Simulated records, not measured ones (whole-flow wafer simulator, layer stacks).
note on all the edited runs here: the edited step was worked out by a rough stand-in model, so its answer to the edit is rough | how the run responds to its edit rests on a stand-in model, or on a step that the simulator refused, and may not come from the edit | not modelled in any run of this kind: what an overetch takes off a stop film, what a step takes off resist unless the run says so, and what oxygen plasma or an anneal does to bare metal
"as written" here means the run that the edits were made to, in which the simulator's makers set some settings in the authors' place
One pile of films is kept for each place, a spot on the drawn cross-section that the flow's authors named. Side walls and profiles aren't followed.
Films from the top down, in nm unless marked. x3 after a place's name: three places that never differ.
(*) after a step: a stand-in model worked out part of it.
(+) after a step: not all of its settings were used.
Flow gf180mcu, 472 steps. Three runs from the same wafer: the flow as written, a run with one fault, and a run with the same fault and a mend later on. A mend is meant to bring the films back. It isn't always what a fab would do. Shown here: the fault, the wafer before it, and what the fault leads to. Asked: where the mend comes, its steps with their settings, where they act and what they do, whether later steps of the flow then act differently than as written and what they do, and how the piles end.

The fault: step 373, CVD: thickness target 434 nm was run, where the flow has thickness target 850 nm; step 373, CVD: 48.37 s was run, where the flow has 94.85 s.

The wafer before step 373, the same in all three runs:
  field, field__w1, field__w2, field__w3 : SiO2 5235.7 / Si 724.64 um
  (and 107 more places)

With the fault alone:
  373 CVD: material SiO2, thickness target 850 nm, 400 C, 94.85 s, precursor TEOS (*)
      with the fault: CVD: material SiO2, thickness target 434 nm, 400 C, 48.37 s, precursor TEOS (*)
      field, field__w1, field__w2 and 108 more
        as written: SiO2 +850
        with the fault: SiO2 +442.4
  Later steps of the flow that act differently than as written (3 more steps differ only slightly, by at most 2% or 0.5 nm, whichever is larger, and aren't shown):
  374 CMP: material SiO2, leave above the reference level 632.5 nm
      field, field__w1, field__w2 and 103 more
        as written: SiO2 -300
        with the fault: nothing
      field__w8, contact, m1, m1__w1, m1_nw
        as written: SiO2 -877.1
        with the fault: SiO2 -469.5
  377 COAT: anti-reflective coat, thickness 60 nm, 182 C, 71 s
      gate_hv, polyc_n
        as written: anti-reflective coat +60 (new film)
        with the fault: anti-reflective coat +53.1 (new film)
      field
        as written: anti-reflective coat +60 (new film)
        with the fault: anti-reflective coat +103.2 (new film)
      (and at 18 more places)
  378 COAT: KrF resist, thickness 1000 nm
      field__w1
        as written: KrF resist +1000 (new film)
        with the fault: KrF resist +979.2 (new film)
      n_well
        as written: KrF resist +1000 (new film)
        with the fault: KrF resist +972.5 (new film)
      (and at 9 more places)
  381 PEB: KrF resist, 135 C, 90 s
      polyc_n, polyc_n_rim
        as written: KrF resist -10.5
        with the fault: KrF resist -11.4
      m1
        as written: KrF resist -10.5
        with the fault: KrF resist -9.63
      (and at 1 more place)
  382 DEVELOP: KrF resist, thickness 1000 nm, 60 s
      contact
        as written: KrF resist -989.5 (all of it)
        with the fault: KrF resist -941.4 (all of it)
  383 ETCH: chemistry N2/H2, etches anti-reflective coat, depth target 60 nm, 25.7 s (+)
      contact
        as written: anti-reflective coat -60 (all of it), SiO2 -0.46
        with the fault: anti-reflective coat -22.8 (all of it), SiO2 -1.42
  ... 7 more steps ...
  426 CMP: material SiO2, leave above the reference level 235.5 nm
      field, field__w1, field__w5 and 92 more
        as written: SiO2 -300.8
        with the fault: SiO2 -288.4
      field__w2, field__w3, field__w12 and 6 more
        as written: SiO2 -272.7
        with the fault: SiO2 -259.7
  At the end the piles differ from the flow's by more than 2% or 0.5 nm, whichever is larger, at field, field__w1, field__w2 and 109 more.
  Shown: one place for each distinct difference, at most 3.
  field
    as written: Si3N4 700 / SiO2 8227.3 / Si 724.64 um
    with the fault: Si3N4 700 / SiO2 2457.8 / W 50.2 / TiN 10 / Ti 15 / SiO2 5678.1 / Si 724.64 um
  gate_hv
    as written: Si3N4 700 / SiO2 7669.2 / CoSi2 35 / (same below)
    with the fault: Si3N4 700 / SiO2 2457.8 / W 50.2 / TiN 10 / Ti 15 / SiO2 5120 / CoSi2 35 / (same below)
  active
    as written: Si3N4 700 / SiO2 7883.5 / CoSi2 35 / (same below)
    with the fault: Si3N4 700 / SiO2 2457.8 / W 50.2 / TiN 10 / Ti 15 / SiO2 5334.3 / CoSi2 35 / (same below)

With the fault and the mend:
  The mend comes after step 373.
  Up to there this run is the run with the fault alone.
  373a CVD: material SiO2, thickness target 416 nm, 400 C, 46.42 s, precursor TEOS (*) (the flow's step 373 once more, with other settings)
      field, field__w1, field__w2 and 108 more
        SiO2 +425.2
  Later steps of the flow that act differently than as written:
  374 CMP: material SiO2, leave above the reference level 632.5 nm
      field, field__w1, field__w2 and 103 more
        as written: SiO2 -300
        with the mend: SiO2 -317.6
  At the end the piles are the same as the flow's at every place that both follow.
